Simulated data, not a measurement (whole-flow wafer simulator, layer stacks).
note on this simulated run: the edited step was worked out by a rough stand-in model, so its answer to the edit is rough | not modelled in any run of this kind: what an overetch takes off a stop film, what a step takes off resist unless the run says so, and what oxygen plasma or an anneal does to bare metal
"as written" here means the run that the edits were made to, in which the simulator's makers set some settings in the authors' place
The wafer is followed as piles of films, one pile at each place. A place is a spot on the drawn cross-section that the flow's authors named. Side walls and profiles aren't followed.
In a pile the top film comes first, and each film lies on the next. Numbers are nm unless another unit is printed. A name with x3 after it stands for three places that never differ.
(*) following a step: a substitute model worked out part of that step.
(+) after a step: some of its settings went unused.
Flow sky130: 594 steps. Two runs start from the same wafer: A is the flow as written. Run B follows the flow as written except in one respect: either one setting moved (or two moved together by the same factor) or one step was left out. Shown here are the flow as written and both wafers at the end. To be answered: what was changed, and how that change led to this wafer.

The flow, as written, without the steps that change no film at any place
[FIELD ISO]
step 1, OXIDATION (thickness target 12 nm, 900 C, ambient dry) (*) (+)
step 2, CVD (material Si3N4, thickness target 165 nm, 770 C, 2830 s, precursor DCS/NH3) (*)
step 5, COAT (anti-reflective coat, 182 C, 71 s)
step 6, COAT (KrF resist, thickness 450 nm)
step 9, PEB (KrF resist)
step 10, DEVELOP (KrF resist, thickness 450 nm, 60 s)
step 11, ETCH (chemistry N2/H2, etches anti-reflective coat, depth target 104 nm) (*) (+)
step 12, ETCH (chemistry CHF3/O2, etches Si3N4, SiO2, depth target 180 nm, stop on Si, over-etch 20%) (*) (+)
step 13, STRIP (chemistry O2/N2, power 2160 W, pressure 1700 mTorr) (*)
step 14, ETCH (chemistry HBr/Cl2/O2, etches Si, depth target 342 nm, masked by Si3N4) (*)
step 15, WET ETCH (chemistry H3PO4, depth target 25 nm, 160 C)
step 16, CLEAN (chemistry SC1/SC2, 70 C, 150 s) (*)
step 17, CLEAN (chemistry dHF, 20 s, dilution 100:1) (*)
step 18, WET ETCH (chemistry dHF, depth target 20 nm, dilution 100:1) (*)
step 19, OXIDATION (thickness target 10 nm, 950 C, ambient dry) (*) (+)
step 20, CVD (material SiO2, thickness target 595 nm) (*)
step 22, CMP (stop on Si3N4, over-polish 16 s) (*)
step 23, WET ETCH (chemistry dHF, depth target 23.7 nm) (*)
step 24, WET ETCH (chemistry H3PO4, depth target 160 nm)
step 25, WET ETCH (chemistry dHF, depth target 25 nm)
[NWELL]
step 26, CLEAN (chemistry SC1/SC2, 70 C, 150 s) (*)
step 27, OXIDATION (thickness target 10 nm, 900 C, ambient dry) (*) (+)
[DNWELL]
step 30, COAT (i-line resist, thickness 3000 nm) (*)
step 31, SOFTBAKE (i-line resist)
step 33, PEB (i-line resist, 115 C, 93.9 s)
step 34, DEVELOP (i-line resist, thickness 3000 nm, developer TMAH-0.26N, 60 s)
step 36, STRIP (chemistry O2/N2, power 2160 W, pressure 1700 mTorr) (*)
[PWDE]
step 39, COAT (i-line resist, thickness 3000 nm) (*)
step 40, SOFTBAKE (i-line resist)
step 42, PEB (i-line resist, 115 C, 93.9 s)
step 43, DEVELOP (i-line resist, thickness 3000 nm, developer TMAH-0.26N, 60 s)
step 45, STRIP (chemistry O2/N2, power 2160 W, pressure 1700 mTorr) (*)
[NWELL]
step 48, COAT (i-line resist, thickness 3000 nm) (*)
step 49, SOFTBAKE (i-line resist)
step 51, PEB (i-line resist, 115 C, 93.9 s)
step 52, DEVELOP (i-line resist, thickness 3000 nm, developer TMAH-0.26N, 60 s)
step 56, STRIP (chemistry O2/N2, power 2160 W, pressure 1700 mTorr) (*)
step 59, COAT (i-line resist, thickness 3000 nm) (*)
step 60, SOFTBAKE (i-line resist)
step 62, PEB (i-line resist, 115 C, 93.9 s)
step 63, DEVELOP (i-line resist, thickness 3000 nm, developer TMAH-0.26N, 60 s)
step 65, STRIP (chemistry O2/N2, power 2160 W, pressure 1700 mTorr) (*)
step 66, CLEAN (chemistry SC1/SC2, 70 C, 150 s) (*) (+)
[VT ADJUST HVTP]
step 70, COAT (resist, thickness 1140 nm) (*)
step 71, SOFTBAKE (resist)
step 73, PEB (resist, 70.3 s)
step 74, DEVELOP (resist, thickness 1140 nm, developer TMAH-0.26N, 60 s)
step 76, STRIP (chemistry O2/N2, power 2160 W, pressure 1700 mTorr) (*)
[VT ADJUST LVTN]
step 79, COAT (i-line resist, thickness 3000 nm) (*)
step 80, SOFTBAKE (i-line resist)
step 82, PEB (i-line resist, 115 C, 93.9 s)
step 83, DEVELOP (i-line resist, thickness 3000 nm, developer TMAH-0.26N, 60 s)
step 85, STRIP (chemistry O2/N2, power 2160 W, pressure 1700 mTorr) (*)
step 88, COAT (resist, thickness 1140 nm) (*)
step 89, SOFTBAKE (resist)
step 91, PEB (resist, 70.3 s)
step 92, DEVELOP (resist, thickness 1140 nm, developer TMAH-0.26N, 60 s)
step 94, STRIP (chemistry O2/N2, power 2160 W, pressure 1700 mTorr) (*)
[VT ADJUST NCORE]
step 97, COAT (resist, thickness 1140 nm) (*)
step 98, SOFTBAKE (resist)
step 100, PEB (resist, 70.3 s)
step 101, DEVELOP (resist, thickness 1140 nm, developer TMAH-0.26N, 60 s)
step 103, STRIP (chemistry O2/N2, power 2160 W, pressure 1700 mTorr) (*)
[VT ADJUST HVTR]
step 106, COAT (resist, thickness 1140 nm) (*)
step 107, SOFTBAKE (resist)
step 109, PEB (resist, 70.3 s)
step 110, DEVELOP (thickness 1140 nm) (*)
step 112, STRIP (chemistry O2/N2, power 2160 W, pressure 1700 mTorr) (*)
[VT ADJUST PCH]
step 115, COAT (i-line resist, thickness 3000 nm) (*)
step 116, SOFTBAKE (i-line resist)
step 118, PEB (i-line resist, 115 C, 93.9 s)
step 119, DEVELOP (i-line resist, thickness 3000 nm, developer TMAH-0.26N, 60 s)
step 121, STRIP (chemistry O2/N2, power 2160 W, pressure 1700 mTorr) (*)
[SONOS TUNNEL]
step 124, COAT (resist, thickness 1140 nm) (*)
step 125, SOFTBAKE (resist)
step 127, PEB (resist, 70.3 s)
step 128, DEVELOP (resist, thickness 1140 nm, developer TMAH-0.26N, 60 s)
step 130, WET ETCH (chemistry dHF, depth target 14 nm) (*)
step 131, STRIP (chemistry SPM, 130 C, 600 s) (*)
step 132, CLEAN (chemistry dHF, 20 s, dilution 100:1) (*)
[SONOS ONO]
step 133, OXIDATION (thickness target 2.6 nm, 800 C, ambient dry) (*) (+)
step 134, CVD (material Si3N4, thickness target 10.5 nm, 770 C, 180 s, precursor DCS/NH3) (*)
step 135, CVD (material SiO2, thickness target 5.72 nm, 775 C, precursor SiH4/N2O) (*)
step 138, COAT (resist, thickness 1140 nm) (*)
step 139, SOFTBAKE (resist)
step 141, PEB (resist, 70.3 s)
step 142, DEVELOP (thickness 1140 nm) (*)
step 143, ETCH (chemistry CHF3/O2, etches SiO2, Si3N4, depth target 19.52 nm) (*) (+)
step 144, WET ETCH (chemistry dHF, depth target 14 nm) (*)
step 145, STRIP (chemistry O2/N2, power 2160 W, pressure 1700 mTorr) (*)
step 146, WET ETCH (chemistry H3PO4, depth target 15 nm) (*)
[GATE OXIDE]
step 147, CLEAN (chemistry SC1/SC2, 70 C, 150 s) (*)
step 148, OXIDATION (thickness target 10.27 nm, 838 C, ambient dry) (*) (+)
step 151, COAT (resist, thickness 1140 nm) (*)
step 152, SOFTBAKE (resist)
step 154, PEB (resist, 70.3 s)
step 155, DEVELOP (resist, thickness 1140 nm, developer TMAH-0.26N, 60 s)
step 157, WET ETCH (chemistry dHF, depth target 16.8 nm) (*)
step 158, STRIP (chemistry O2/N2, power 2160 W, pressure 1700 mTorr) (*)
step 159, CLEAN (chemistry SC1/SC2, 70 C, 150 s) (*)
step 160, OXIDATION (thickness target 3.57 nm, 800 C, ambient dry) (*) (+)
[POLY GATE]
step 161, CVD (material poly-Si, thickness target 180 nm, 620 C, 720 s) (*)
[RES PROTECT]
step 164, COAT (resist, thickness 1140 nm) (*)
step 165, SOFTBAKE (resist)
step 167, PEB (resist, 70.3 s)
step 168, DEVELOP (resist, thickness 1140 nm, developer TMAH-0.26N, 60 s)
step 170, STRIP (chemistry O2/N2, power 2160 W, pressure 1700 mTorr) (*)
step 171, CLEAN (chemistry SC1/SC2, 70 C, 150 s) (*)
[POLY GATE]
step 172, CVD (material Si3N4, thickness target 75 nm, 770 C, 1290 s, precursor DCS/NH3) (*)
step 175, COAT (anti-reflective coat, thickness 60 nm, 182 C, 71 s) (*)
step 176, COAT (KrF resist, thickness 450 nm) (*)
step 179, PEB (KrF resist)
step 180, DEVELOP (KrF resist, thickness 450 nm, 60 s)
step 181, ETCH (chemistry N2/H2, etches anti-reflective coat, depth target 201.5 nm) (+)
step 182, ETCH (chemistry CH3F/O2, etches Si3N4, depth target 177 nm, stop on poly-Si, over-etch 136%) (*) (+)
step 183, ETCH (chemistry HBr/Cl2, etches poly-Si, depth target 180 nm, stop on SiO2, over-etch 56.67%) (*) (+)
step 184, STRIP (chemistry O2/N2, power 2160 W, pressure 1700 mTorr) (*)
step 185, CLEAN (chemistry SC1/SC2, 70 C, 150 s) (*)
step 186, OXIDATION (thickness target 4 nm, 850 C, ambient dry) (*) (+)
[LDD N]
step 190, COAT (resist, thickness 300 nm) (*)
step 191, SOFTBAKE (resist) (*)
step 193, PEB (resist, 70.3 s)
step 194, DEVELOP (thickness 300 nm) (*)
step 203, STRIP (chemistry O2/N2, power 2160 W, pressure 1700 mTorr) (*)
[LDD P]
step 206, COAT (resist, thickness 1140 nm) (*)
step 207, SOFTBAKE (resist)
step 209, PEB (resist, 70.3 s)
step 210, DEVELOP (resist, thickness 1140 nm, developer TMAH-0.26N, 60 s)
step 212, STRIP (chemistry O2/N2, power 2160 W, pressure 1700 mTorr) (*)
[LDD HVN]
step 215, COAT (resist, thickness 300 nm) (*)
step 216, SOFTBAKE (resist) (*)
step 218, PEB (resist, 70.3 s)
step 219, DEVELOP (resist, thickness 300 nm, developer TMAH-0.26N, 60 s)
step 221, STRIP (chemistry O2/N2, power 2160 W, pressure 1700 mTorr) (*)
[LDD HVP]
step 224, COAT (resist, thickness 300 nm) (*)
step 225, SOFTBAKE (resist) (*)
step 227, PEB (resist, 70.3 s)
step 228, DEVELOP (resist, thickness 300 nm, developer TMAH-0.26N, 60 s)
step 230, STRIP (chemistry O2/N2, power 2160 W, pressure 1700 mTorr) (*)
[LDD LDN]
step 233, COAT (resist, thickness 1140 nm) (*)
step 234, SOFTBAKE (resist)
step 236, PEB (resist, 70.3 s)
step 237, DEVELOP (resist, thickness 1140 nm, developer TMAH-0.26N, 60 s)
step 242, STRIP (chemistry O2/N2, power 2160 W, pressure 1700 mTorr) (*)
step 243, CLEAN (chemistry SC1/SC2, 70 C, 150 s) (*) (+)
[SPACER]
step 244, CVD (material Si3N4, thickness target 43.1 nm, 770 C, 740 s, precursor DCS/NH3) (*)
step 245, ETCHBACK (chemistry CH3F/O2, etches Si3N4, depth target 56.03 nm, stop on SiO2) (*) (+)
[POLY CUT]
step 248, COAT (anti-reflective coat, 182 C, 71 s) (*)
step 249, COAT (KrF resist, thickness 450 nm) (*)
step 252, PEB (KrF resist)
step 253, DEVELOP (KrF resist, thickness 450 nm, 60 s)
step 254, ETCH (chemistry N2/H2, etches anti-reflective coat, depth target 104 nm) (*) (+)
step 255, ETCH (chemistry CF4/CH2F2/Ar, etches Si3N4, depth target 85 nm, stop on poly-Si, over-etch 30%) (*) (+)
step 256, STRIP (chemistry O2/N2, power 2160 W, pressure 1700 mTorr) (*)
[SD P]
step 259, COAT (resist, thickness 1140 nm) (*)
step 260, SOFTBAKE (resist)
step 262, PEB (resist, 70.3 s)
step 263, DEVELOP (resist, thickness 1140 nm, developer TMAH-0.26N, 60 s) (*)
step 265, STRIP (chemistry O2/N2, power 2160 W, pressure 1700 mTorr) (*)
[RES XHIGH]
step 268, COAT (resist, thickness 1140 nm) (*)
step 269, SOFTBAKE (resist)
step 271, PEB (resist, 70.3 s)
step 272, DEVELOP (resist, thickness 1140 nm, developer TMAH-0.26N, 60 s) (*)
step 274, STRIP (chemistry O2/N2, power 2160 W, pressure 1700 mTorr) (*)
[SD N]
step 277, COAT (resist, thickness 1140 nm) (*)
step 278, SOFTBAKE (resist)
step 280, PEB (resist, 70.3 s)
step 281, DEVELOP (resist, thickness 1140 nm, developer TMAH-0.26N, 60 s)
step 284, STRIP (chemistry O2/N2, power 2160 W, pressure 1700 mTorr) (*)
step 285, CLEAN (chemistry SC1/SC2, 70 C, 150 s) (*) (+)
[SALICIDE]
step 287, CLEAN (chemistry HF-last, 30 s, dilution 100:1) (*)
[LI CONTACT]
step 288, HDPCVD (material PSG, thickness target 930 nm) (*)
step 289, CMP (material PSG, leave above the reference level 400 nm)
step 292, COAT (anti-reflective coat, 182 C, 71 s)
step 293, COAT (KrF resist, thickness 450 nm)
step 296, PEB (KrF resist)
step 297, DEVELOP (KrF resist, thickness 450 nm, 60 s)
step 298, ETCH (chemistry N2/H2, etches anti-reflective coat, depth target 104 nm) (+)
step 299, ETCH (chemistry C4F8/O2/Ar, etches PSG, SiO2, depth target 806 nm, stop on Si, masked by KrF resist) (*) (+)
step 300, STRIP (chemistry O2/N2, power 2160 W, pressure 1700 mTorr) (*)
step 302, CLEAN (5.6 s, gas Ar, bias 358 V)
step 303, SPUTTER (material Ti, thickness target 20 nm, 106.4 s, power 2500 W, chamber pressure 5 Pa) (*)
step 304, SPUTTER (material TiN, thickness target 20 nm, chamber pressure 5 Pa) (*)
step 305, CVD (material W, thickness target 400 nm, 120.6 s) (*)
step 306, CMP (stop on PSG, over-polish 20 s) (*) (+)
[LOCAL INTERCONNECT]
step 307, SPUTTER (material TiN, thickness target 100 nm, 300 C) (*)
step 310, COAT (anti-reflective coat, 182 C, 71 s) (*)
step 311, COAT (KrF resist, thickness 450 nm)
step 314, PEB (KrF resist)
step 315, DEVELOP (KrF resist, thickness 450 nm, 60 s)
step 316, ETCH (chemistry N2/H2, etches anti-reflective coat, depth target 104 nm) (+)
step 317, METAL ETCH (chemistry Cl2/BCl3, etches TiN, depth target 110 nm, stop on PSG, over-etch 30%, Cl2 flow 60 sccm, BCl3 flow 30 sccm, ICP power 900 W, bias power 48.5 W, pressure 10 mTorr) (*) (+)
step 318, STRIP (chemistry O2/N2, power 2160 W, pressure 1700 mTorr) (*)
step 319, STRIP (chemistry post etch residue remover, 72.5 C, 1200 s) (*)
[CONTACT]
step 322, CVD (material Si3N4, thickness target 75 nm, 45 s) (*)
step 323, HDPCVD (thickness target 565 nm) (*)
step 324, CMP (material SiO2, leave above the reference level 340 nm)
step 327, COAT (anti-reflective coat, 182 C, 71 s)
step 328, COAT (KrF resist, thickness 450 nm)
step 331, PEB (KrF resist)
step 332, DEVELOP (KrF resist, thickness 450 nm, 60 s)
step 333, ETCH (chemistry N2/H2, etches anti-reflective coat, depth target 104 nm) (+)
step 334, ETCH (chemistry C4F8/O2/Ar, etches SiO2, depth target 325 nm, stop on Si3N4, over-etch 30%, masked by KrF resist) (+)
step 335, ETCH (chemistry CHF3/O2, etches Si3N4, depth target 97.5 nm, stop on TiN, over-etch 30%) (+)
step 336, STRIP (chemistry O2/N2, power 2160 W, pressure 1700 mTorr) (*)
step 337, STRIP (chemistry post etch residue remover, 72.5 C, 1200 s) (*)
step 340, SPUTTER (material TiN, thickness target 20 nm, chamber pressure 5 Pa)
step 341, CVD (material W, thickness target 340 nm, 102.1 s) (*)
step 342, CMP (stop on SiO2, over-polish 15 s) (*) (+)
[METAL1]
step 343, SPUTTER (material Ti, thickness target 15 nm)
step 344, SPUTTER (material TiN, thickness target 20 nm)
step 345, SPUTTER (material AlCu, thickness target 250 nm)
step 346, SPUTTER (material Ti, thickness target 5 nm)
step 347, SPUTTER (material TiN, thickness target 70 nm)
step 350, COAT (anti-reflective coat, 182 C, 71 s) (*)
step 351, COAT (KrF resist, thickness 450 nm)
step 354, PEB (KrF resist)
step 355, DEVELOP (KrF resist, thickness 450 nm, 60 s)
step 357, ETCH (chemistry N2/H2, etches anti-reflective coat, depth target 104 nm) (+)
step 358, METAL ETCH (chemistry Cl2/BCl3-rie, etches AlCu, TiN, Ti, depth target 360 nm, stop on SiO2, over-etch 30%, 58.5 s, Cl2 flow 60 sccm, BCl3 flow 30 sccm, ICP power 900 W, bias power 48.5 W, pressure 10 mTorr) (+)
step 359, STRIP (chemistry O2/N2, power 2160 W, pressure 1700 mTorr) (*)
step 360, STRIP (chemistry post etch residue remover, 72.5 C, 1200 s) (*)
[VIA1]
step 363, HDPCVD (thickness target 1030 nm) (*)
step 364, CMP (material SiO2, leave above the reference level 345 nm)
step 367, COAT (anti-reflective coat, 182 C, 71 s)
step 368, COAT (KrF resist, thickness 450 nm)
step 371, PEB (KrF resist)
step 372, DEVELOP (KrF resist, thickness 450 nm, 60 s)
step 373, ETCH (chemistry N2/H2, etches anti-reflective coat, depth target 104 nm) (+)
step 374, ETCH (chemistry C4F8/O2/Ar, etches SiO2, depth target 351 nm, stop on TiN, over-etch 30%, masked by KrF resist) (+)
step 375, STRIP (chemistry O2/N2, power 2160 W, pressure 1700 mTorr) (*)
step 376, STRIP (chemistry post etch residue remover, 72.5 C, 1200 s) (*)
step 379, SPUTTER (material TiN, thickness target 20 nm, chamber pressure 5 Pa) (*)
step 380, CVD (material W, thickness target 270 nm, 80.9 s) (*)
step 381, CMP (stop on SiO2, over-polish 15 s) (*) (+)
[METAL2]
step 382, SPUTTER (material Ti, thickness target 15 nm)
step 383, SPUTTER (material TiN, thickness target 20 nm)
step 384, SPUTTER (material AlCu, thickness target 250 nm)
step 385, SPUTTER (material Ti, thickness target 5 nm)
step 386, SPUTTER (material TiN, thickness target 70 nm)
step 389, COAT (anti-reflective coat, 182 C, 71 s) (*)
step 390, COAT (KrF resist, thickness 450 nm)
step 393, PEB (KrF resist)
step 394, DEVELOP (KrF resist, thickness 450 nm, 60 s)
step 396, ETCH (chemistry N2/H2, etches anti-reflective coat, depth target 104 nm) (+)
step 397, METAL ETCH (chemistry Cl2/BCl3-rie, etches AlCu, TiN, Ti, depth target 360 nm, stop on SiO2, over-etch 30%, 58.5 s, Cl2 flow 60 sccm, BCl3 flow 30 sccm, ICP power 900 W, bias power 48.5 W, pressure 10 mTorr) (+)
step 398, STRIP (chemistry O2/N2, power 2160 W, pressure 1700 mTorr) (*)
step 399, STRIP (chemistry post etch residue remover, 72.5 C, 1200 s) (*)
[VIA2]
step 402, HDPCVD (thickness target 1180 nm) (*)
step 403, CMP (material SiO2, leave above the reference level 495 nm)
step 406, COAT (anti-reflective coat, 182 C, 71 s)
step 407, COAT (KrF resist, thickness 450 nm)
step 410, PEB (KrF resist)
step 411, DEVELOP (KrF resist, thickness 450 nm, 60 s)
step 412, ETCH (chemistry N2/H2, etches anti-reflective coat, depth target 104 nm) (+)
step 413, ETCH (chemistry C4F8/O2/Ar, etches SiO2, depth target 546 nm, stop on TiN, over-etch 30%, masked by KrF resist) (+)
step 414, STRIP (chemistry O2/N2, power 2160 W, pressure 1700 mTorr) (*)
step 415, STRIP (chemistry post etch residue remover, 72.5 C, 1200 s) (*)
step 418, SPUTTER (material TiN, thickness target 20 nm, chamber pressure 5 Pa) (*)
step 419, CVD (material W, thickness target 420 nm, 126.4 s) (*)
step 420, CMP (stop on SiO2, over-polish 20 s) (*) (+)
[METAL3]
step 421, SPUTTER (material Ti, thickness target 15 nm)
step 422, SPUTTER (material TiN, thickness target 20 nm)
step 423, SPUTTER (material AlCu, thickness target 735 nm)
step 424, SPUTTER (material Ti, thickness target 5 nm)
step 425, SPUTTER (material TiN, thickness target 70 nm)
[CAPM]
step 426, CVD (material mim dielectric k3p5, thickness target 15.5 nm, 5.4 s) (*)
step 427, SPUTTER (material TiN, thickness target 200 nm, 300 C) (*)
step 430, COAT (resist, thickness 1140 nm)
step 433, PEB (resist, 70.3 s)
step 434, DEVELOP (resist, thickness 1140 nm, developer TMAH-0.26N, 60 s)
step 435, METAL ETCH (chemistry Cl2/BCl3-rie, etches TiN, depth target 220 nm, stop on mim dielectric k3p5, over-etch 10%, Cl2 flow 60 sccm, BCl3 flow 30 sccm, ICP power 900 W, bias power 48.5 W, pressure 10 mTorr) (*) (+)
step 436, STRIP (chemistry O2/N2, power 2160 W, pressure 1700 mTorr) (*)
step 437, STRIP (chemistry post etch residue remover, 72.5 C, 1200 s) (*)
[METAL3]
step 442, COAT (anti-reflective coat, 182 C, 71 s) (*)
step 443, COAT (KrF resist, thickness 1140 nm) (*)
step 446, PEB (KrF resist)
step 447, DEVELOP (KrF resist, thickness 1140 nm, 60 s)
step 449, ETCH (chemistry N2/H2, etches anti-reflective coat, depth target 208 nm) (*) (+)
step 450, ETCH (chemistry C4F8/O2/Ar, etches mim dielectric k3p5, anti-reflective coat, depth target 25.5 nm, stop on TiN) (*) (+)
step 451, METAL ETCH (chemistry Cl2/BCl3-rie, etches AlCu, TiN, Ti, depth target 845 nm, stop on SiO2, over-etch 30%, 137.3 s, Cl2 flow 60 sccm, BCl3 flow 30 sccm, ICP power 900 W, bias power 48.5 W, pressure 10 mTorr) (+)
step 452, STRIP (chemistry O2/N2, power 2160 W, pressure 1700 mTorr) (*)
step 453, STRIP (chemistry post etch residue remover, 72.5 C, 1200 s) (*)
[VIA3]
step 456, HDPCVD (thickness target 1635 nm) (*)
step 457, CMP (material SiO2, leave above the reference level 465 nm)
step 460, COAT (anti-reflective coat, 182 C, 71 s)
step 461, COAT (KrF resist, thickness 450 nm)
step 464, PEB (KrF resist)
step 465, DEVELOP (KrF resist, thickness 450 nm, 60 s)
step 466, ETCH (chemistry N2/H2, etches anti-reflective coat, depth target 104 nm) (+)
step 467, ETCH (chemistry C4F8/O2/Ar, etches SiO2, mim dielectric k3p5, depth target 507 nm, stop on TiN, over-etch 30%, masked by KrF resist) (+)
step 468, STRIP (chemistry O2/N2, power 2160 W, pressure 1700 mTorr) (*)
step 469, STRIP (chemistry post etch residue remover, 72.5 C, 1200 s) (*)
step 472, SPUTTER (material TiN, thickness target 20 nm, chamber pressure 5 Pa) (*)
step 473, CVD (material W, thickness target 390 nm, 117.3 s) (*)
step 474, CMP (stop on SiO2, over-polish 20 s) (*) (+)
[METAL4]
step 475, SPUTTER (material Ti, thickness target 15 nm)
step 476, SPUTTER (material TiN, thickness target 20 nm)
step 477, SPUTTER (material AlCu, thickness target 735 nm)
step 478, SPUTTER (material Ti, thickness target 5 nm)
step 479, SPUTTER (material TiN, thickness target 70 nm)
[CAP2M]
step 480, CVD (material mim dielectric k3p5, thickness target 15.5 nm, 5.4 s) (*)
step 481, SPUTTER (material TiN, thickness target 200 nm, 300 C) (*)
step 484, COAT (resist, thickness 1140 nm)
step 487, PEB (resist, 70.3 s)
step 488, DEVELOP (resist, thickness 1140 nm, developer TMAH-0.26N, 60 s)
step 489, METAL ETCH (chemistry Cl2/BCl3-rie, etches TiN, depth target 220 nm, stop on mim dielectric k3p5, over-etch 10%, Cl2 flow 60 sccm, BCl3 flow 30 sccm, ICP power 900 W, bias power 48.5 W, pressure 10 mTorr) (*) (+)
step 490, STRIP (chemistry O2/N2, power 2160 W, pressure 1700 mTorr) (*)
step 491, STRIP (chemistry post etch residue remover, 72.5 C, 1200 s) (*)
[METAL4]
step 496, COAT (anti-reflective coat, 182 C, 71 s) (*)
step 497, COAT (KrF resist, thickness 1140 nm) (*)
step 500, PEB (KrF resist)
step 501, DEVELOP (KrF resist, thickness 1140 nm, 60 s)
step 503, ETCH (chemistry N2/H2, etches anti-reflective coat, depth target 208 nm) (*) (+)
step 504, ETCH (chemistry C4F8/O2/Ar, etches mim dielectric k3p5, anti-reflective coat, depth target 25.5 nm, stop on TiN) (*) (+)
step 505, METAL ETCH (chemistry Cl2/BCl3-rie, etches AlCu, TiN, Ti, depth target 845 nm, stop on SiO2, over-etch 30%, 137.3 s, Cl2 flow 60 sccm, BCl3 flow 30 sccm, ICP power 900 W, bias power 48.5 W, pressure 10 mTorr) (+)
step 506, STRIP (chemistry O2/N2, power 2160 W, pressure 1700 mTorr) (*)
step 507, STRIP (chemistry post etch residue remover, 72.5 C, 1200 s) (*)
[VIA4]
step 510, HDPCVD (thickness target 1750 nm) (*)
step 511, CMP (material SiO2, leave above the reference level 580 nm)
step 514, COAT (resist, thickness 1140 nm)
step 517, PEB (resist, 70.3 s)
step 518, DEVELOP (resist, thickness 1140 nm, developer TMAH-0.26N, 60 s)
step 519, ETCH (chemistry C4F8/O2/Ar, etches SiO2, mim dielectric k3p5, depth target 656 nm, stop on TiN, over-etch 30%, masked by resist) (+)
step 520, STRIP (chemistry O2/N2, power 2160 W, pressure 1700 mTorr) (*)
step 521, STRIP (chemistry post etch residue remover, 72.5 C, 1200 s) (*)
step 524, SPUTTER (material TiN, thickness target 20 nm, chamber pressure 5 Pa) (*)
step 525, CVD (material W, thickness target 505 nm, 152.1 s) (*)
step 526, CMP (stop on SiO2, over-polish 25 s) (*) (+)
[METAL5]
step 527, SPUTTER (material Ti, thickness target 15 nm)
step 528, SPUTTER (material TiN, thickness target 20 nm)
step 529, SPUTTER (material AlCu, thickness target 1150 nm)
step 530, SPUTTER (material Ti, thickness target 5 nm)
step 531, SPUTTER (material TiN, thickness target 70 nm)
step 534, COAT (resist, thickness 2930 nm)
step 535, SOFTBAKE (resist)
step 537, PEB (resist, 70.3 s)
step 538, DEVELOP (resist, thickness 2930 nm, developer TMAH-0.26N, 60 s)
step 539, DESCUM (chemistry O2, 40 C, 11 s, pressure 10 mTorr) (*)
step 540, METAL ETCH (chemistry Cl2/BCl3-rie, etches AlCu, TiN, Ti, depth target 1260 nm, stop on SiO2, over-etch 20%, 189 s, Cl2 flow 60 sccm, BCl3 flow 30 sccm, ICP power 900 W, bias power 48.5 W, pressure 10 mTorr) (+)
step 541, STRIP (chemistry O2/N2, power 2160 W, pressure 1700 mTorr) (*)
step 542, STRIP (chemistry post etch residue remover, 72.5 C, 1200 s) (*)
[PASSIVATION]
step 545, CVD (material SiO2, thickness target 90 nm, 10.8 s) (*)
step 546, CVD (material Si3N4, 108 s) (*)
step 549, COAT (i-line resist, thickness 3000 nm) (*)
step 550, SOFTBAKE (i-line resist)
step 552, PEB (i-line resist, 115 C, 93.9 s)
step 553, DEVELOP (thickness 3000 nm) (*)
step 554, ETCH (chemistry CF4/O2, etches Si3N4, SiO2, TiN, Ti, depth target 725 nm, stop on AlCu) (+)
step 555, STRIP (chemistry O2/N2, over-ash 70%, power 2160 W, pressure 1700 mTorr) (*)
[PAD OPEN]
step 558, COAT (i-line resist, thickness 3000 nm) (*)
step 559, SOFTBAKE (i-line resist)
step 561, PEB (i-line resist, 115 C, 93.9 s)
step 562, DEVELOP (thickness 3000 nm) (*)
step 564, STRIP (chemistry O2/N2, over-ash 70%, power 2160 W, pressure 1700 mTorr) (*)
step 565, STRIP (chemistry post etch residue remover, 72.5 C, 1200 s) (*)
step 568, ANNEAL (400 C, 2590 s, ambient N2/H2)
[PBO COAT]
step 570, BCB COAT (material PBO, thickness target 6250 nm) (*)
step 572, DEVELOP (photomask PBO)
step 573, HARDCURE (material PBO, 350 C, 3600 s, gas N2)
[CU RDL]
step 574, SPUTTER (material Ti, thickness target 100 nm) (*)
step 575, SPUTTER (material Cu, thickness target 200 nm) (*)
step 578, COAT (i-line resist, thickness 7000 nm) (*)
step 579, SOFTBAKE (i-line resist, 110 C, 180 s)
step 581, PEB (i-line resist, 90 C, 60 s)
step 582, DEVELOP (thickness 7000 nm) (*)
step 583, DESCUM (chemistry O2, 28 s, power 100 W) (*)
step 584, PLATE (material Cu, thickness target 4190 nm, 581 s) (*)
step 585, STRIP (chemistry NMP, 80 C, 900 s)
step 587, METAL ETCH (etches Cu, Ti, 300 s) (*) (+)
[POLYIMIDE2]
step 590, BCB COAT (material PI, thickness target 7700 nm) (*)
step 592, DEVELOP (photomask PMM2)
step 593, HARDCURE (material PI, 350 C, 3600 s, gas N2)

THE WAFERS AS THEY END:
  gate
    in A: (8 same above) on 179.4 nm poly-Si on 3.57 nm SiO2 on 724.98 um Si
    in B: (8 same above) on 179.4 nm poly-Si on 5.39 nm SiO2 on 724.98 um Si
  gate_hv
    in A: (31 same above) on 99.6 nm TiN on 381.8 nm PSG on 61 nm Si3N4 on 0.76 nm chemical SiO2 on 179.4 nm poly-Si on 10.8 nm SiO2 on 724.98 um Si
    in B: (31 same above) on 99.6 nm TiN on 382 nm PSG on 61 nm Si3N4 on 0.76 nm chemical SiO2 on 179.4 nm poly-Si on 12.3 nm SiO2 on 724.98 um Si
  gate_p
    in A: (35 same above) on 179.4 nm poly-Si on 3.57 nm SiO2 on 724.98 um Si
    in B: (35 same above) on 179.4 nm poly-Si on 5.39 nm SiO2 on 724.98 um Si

Cause: step 160, OXIDATION: thickness target 5.39 nm was run, whereas the flow has thickness target 3.57 nm.
The wafer lets one read it off: gate has SiO2 5.39, and step 160 as written asks for 3.57 nm.

The path from the change to this, step by step:
  step 160, OXIDATION (thickness target 3.57 nm, 800 C, ambient dry) (*) (+)
      active, n_well, p_well and 58 more: A +3.57 SiO2 (new film), -0.76 chemical SiO2 (all of it), -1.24 Si | B +5.39 SiO2 (new film), -0.76 chemical SiO2 (all of it), -2.04 Si
      gate_hv, m1, pad and 37 more: A +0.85 SiO2, -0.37 Si | B +2.32 SiO2, -1.02 Si
  step 299, ETCH (chemistry C4F8/O2/Ar, etches PSG, SiO2, depth target 806 nm, stop on Si, masked by KrF resist) (*) (+)
      contact, ndiff_licon, ndiff_licon_cpp: A -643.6 PSG (all of it), -1.16 SiO2 (all of it) | B -643.7 PSG (all of it), -2.69 SiO2 (all of it)
  step 306, CMP (stop on PSG, over-polish 20 s) (*) (+)
      poly_licon: A -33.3 W | B -32.4 W
